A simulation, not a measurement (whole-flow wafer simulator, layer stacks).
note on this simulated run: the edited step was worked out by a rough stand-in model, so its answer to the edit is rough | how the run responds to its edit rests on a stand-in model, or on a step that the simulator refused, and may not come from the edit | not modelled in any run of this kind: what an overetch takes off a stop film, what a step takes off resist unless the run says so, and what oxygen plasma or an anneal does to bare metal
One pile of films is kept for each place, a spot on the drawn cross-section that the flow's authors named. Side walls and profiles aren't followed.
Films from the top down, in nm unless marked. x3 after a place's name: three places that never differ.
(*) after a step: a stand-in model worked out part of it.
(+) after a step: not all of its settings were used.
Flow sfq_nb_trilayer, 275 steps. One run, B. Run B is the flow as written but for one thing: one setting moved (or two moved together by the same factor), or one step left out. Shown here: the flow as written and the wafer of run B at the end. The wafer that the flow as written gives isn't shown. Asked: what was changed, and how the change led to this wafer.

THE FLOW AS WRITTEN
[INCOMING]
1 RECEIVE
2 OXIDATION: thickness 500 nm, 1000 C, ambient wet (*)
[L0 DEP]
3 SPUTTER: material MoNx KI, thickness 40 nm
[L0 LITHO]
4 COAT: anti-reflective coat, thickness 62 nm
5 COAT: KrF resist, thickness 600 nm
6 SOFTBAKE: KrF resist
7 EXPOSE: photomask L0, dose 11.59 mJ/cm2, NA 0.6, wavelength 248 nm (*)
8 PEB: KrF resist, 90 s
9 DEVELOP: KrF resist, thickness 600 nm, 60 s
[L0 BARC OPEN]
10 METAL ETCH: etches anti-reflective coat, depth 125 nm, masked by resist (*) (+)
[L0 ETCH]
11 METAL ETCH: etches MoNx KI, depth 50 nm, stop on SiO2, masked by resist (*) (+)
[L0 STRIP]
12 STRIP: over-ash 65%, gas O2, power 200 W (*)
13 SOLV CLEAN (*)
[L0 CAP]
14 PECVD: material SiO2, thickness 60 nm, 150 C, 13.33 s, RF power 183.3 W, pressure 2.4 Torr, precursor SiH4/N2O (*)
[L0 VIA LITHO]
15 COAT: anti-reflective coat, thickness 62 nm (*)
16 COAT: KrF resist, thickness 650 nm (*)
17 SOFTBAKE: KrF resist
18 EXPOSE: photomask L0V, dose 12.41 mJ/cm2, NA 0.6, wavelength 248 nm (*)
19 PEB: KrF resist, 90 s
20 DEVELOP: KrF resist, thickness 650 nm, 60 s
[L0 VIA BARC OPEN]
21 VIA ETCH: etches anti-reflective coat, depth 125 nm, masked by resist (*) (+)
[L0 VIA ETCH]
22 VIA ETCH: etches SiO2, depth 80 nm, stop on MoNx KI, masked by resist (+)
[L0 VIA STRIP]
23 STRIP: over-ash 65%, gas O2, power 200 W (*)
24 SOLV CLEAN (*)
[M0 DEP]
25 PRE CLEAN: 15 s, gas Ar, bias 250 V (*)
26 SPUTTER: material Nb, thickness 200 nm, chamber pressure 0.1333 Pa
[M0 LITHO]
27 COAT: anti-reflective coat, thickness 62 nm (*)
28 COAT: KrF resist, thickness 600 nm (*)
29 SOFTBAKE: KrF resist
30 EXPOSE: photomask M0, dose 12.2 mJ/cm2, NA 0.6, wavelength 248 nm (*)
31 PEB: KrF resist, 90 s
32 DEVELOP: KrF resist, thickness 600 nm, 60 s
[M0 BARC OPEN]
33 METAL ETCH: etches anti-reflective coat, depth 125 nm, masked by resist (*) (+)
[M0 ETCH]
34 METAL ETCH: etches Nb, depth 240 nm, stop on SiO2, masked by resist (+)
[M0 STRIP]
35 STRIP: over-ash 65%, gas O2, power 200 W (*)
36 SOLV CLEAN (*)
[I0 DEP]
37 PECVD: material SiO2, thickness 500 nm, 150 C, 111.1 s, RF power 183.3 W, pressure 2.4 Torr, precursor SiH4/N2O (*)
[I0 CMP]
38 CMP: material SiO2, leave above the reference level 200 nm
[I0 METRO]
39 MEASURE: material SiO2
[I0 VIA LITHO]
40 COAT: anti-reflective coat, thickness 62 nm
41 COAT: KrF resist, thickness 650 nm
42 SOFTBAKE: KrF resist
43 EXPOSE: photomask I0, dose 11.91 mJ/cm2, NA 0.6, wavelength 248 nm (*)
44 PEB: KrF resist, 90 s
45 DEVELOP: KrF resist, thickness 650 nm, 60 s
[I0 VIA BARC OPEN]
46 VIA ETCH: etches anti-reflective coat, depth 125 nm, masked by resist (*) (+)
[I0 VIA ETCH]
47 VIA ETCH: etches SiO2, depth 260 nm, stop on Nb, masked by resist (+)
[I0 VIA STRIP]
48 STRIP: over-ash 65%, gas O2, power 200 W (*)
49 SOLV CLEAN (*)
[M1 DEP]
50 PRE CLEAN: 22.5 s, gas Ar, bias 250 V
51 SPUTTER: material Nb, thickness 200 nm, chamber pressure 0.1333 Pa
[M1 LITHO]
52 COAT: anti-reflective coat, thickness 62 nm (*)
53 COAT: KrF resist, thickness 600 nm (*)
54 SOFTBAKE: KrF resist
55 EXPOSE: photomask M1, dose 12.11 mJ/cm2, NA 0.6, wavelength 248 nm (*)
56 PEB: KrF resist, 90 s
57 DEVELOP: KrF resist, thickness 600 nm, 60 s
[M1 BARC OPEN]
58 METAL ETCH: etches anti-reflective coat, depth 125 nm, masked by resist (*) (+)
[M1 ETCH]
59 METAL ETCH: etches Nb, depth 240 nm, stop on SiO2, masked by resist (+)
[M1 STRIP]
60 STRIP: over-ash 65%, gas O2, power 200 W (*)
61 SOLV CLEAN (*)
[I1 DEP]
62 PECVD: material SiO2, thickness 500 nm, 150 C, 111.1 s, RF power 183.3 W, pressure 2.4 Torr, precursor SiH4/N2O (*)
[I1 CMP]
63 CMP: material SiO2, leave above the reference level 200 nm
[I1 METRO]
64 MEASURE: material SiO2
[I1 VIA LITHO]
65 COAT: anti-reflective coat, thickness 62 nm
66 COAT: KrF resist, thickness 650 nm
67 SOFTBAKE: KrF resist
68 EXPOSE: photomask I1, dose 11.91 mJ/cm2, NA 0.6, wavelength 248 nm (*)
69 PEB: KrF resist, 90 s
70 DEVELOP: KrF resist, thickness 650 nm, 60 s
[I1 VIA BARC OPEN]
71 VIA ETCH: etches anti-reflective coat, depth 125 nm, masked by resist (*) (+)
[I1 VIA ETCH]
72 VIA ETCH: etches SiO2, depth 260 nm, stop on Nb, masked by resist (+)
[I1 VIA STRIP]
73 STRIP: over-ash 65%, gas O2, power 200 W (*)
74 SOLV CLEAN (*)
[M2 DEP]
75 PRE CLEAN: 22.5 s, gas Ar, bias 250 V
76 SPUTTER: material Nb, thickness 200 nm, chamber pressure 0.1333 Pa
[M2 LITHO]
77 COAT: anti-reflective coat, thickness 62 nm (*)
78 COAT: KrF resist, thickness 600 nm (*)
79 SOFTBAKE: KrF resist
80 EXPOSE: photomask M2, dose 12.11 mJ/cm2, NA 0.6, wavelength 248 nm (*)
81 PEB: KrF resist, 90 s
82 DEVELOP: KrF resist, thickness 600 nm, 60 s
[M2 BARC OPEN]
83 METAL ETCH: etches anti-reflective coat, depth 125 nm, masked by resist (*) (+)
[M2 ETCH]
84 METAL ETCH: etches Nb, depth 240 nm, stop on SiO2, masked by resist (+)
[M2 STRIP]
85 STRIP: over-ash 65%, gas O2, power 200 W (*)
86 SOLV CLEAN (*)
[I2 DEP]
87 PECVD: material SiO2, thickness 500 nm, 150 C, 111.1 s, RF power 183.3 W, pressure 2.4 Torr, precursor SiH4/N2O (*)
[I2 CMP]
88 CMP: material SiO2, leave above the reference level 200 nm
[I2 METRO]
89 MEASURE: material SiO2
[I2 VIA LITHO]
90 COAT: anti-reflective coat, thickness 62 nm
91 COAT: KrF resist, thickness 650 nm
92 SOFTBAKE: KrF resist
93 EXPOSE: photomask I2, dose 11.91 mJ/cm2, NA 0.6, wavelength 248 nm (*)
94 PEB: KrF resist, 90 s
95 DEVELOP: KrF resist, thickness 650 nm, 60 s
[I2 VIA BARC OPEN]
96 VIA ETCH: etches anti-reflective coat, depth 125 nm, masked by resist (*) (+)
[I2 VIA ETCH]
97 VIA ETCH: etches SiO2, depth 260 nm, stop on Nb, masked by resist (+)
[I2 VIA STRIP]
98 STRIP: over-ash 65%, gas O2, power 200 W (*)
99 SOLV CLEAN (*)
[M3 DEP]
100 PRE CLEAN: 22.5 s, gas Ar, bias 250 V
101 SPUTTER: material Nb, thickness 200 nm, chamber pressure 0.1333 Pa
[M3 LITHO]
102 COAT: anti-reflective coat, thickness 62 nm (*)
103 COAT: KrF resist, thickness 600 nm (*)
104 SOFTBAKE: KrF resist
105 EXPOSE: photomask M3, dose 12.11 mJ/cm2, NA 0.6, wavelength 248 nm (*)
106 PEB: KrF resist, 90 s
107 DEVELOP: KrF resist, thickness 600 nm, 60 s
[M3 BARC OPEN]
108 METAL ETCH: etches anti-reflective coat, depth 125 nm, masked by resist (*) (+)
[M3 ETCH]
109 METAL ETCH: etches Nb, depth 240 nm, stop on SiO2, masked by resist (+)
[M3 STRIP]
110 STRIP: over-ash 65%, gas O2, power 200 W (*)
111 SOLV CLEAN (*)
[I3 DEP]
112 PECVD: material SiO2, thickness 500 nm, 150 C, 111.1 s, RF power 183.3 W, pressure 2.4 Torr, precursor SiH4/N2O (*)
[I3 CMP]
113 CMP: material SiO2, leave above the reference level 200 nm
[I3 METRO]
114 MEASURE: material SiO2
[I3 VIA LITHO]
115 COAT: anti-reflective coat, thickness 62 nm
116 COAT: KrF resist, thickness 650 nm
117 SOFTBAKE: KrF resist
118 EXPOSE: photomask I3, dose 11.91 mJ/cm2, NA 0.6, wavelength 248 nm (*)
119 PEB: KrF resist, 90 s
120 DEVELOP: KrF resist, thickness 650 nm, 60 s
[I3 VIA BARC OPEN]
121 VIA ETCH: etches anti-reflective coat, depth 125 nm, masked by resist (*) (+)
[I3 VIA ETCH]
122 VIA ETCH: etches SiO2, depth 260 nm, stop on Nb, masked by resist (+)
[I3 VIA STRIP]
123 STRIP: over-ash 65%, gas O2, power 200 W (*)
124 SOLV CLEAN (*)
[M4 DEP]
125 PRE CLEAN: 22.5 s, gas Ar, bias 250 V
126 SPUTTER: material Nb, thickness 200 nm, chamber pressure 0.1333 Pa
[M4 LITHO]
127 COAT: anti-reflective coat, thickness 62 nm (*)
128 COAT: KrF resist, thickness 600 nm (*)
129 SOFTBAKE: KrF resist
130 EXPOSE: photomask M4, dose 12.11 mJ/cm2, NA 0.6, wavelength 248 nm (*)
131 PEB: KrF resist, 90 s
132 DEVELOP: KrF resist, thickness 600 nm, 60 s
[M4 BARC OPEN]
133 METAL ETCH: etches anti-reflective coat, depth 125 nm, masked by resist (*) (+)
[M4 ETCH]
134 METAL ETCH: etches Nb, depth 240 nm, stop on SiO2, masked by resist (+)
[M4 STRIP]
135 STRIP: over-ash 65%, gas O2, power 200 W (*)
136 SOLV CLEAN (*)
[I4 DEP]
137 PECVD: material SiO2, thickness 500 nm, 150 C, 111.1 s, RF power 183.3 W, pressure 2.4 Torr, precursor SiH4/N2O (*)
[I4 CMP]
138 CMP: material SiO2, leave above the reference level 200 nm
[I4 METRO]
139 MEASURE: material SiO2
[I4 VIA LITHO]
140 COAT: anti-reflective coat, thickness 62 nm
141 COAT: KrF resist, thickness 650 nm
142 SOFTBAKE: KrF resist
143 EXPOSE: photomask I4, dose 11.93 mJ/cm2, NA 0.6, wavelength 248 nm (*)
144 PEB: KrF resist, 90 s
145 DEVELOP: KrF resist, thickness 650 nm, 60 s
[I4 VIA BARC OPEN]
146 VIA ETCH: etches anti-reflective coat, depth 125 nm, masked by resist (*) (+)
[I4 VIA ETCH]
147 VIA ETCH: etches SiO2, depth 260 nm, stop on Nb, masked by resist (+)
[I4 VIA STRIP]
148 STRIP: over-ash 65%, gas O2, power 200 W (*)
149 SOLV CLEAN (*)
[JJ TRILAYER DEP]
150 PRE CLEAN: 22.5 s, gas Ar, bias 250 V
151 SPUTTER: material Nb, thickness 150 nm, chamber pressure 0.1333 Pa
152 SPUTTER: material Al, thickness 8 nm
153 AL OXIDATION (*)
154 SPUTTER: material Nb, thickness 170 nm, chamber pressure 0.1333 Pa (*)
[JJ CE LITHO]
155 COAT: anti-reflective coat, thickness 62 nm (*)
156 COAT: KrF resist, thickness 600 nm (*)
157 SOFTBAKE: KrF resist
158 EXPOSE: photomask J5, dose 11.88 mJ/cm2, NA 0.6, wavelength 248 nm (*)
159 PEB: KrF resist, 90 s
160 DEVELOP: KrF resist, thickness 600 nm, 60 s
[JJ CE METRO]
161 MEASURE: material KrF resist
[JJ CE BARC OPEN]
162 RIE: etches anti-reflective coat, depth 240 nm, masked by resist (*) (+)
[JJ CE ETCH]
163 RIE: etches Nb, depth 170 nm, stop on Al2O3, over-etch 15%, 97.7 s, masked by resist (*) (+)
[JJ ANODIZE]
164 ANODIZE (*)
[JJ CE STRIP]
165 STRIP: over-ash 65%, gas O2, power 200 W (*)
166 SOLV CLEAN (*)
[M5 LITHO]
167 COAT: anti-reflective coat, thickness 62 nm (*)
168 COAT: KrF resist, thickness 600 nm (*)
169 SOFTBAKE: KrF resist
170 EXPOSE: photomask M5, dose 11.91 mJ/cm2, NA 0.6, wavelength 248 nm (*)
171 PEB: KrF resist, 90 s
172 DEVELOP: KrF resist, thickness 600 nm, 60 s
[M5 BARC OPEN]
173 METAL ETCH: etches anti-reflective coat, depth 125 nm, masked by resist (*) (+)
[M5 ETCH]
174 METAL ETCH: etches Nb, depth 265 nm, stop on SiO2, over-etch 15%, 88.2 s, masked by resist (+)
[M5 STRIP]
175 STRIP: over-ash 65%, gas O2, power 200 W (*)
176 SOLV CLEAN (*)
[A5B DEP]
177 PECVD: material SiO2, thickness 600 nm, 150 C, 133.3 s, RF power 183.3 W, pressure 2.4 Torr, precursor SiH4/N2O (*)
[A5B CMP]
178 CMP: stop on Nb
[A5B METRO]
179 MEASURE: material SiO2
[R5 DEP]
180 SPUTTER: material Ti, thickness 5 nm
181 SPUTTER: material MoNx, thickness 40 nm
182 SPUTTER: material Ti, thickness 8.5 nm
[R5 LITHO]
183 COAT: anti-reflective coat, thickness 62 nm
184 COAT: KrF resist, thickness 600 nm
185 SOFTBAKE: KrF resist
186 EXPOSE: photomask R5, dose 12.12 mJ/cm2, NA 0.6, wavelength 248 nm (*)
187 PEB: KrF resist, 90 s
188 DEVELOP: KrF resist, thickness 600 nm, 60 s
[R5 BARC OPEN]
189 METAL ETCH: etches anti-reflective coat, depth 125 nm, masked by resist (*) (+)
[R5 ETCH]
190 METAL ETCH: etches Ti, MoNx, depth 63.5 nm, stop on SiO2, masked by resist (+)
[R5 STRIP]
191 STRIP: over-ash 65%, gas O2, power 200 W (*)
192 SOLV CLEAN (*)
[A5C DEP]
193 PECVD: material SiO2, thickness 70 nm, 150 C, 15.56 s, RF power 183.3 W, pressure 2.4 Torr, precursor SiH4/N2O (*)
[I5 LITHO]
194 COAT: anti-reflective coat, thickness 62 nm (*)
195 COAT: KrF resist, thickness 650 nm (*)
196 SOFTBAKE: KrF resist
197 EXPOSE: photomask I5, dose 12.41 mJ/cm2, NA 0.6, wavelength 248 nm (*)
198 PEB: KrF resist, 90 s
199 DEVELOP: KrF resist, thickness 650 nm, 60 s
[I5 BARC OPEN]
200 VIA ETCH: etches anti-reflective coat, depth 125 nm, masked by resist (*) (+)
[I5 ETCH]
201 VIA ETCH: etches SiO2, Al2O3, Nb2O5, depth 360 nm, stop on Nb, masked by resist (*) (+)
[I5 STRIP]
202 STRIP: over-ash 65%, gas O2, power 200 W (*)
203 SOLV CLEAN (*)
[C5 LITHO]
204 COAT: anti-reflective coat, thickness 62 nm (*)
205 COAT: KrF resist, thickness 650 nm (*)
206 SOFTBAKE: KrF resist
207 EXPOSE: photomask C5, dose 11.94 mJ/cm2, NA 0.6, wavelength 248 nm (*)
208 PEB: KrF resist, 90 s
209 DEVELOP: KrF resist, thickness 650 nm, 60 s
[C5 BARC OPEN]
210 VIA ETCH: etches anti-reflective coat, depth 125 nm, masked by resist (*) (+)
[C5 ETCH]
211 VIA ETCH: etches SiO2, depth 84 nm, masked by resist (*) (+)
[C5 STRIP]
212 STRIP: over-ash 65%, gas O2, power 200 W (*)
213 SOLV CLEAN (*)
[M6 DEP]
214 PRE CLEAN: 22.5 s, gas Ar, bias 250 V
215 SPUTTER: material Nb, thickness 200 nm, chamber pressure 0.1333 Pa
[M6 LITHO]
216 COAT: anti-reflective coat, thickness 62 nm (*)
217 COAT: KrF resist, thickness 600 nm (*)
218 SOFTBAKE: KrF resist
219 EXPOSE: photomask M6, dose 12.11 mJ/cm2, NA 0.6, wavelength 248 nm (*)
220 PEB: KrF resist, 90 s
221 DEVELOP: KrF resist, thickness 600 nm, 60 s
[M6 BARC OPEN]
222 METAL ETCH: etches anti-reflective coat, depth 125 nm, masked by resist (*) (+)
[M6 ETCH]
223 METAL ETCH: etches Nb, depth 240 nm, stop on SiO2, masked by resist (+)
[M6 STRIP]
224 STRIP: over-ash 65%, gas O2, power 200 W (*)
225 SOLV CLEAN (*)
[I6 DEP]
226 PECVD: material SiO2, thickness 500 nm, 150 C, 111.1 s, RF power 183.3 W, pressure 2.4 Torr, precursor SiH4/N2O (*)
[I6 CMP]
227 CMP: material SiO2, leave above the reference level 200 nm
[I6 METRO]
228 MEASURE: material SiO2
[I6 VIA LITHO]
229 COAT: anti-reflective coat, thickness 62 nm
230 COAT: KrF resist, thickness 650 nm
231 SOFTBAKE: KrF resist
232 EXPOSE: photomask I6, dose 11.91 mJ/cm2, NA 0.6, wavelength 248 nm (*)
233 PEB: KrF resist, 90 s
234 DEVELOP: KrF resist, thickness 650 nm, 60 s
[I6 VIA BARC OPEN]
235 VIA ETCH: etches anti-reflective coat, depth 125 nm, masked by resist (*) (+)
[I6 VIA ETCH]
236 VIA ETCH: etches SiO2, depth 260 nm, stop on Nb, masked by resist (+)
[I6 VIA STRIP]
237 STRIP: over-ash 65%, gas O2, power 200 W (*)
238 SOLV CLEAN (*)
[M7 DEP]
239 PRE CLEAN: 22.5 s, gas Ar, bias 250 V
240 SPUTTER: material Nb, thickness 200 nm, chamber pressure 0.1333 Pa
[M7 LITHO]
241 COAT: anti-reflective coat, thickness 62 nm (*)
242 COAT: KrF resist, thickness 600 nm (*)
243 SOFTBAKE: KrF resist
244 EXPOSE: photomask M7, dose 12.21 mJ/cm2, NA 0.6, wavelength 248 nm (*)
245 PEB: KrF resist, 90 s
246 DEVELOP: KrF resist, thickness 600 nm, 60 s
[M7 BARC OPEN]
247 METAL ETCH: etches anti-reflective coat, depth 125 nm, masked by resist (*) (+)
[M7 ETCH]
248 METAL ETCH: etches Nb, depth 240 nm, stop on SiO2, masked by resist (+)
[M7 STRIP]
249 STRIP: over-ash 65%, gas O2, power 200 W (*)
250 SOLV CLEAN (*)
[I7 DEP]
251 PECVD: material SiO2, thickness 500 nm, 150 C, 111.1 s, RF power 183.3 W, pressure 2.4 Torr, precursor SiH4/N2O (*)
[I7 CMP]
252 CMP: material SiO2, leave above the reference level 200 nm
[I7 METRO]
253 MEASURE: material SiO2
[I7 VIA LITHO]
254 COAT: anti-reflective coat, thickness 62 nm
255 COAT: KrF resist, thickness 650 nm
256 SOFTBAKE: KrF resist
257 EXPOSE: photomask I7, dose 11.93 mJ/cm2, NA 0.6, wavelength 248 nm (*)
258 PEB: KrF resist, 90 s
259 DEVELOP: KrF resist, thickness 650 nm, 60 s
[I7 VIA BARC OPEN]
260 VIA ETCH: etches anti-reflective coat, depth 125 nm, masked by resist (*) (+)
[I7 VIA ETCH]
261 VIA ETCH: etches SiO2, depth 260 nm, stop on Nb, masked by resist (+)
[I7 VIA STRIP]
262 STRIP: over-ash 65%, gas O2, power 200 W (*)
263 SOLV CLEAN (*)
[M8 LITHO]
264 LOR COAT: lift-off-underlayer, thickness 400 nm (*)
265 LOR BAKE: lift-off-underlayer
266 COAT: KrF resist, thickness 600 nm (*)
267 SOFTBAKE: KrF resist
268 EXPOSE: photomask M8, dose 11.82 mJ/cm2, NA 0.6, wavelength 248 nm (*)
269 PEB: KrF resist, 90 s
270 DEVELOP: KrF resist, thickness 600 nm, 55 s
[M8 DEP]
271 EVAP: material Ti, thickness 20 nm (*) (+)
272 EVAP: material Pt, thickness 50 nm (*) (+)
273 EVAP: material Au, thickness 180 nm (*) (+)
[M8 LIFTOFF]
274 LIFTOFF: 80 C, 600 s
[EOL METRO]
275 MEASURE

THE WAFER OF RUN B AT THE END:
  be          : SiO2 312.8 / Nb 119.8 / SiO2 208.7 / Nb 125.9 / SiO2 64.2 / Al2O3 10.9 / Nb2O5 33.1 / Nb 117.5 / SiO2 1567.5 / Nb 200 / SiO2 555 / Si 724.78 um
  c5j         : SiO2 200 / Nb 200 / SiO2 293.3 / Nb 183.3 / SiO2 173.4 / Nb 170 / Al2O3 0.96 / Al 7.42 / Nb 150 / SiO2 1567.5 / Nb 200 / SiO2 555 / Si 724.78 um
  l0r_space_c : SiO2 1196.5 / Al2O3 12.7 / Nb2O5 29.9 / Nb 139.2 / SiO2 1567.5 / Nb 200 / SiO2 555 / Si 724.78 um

The cause: step 137, PECVD: thickness 205 nm was run, where the flow has thickness 500 nm; step 137, PECVD: 45.56 s was run, where the flow has 111.1 s.

How the change led to this, step by step:
  137 PECVD: material SiO2, thickness 500 nm, 150 C, 111.1 s, RF power 183.3 W, pressure 2.4 Torr, precursor SiH4/N2O (*)
      field_l, be, be_sur and 55 more: SiO2 +205 (as written it would be: SiO2 +500)
      v_sur, via_wl, via_w and 35 more: SiO2 +205 (new film) (as written it would be: SiO2 +500 (new film))
      (and at 10 more places)
  138 CMP: material SiO2, leave above the reference level 200 nm
      field_l, be, be_sur and 55 more: nothing (as written it would be: SiO2 -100)
      p3_s0, p3_s1, p3_s2, p3_s3, p3_s4, p3_s5: nothing (as written it would be: SiO2 -157.1)
      (and at 42 more places)
  140 COAT: anti-reflective coat, thickness 62 nm
      ce_l, ce_r, sp_r, r_sur: anti-reflective coat +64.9 (new film) (as written it would be: anti-reflective coat +62 (new film))
      r_end, l0r_space_c, m8r_gap_c: anti-reflective coat +64.7 (new film) (as written it would be: anti-reflective coat +62 (new film))
      (and at 81 more places)
  141 COAT: KrF resist, thickness 650 nm
      m0r_line_l, m6r_line_l, m7r_line_l: KrF resist +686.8 (new film) (as written it would be: KrF resist +650 (new film))
      m0r_space_l, m6r_space_l, m7r_space_l: KrF resist +676.2 (new film) (as written it would be: KrF resist +650 (new film))
      (and at 82 more places)
  145 DEVELOP: KrF resist, thickness 650 nm, 60 s
      via_wl: KrF resist -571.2 (all of it) (as written it would be: KrF resist -648.6 (all of it))
      via_w: KrF resist -580.8 (all of it) (as written it would be: KrF resist -648.6 (all of it))
      (and at 1 more place)
  146 VIA ETCH: etches anti-reflective coat, depth 125 nm, masked by resist (*) (+)
      field_l, v_sur, via_sp and 100 more: KrF resist -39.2 (as written it would be: KrF resist -51.7)
      via_wl: anti-reflective coat -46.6 (all of it), SiO2 -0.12 (as written it would be: anti-reflective coat -62 (all of it), SiO2 -0.16)
      (and at 2 more places)
  148 STRIP: over-ash 65%, gas O2, power 200 W (*)
      p4_fl, p4_fm, p4_w1, p4_g1, p4_w2, p4_g2, p4_w3, p4_fr: KrF resist -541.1 (all of it), anti-reflective coat -62 (all of it) (as written it would be: KrF resist -528.6 (all of it), anti-reflective coat -62 (all of it))
      m0r_line_l, m6r_line_l, m7r_line_l: KrF resist -577.8 (all of it), anti-reflective coat -61.4 (all of it) (as written it would be: KrF resist -528.6 (all of it), anti-reflective coat -62 (all of it))
      (and at 92 more places)
  151 SPUTTER: material Nb, thickness 150 nm, chamber pressure 0.1333 Pa
      lsp_r, l0_sur, l0v: Nb +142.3 (new film) (as written it would be: Nb +150 (new film))
      be, lsp_l: Nb +129.4 (new film) (as written it would be: Nb +150 (new film))
      (and at 1 more place)
  152 SPUTTER: material Al, thickness 8 nm
      be, lsp_l: Al +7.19 (new film) (as written it would be: Al +8 (new film))
      via_v: Al +5.84 (new film) (as written it would be: Al +8 (new film))
  154 SPUTTER: material Nb, thickness 170 nm, chamber pressure 0.1333 Pa (*)
      lsp_r, l0_sur, l0v: Nb +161 (new film) (as written it would be: Nb +170 (new film))
      be, lsp_l: Nb +151.4 (new film) (as written it would be: Nb +170 (new film))
      (and at 1 more place)
  155 COAT: anti-reflective coat, thickness 62 nm (*)
      p3_s0, p3_s1, p3_s3: anti-reflective coat +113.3 (new film) (as written it would be: anti-reflective coat +62 (new film))
      wl_d_m1, m5r_line_l, m5r_line_r: anti-reflective coat +65.7 (new film) (as written it would be: anti-reflective coat +62 (new film))
      (and at 88 more places)
  156 COAT: KrF resist, thickness 600 nm (*)
      m0r_line_l, m6r_line_l, m7r_line_l: KrF resist +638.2 (new film) (as written it would be: KrF resist +600 (new film))
      m0r_space_l, m6r_space_l, m7r_space_l: KrF resist +625 (new film) (as written it would be: KrF resist +600 (new film))
      (and at 80 more places)
  160 DEVELOP: KrF resist, thickness 600 nm, 60 s
      m0r_line_l, m6r_line_l, m7r_line_l: KrF resist -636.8 (all of it) (as written it would be: KrF resist -598.7 (all of it))
      m0r_space_l, m6r_space_l, m7r_space_l: KrF resist -623.7 (all of it) (as written it would be: KrF resist -598.7 (all of it))
      (and at 79 more places)
  162 RIE: etches anti-reflective coat, depth 240 nm, masked by resist (*) (+)
      ce_l, c5j, ce_r, wl_jj: KrF resist -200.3 (as written it would be: KrF resist -209.4)
      p3_s0, p3_s1, p3_s3: anti-reflective coat -113.3 (all of it) (as written it would be: anti-reflective coat -62 (all of it))
      (and at 87 more places)
  163 RIE: etches Nb, depth 170 nm, stop on Al2O3, over-etch 15%, 97.7 s, masked by resist (*) (+)
      lsp_r, l0_sur, l0v: Nb -161 (all of it), Al2O3 -0.96 (all of it) (as written it would be: Nb -170 (all of it), Al2O3 -0.51)
      be, lsp_l: Nb -151.4 (all of it), Al2O3 -0.96 (all of it) (as written it would be: Nb -170 (all of it), Al2O3 -0.51)
      (and at 1 more place)
  164 ANODIZE (*)
      lsp_r, l0_sur, l0v: Al2O3 +11.5 (new film), Nb2O5 +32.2 (new film), Al -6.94 (all of it), Nb -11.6 (as written it would be: Al2O3 +12.2, Nb2O5 +29.9 (new film), Al -7.42 (all of it), Nb -10.8)
      be, lsp_l: Al2O3 +10.9 (new film), Nb2O5 +33.1 (new film), Al -6.61 (all of it), Nb -11.9 (as written it would be: Al2O3 +12.2, Nb2O5 +29.9 (new film), Al -7.42 (all of it), Nb -10.8)
      (and at 1 more place)
  ... 46 more steps ...
  274 LIFTOFF: 80 C, 600 s
      be: Au -180 (all of it), Pt -50 (all of it), Ti -20 (all of it), KrF resist -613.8 (all of it), lift-off-underlayer -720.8 (all of it) (as written it would be: Au -180 (all of it), Pt -50 (all of it), Ti -20 (all of it), KrF resist -572.1 (all of it), lift-off-underlayer -398.5 (all of it))
      be_sur: Au -180 (all of it), Pt -50 (all of it), Ti -20 (all of it), KrF resist -587.3 (all of it), lift-off-underlayer -366.3 (all of it) (as written it would be: Au -180 (all of it), Pt -50 (all of it), Ti -20 (all of it), KrF resist -572.6 (all of it), lift-off-underlayer -398.9 (all of it))
      (and at 1 more place)
Counting metal films that touch as one body, be has 4 bodies (between them, from the top down: SiO2 208.7; SiO2 64.2 / Al2O3 10.9 / Nb2O5 33.1; SiO2 1567.5); the flow as written gives 3 bodies (between them, from the top down: SiO2 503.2; SiO2 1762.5).
Counting metal films that touch as one body, c5j has 5 bodies (between them, from the top down: SiO2 293.3; SiO2 173.4; Al2O3 0.96; SiO2 1567.5); the flow as written gives 4 bodies (between them, from the top down: SiO2 284.2; Al2O3 0.96; SiO2 1762.5).
